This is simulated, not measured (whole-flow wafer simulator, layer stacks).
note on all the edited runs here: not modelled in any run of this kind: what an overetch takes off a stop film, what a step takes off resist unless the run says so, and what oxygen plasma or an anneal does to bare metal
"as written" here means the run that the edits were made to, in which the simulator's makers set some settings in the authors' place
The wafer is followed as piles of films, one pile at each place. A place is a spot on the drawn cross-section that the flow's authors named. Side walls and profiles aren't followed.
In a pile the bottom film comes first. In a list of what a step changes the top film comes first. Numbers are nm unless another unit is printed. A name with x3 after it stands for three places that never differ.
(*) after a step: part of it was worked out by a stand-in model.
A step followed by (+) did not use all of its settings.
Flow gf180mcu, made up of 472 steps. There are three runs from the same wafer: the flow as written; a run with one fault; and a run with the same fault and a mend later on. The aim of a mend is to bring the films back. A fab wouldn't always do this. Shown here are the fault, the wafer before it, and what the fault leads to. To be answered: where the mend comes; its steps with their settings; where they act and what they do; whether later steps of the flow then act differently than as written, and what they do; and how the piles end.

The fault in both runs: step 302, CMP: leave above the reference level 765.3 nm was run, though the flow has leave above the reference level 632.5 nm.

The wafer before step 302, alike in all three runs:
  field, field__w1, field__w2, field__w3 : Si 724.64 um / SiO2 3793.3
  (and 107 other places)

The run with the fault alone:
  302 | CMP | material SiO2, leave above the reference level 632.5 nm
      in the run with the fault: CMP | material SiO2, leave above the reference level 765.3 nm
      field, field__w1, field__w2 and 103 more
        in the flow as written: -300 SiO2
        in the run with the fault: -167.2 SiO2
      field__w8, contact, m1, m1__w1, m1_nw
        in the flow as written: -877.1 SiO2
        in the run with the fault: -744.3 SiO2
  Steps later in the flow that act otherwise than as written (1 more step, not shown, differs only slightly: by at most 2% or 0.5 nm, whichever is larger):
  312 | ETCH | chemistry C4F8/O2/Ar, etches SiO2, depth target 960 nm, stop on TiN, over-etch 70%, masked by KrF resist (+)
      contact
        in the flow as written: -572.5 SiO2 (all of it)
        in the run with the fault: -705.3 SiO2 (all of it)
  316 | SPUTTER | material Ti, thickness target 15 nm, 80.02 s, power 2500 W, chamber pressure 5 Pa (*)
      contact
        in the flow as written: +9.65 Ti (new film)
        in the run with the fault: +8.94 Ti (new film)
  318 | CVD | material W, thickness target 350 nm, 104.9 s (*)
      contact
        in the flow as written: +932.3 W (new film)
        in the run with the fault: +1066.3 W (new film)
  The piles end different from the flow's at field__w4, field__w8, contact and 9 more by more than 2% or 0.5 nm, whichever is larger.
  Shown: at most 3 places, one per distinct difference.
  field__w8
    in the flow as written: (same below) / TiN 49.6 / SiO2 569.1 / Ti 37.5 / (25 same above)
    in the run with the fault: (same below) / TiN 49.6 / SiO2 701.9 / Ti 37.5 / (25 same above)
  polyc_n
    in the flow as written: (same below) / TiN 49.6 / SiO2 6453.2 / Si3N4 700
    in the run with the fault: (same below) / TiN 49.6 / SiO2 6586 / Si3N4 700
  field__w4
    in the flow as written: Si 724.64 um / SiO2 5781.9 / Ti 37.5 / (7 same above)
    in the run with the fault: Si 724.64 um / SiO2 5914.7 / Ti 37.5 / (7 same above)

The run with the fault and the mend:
  The mend stands after step 302.
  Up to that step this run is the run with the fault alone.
  302a | CMP | material SiO2, leave above the reference level 632.5 nm (the flow's step 302 again)
      field, field__w1, field__w2 and 108 more
        -132.8 SiO2
  Every later step of the flow that is run acts as written at every place that is followed.
  The piles end the same as the flow's at every place that both follow.
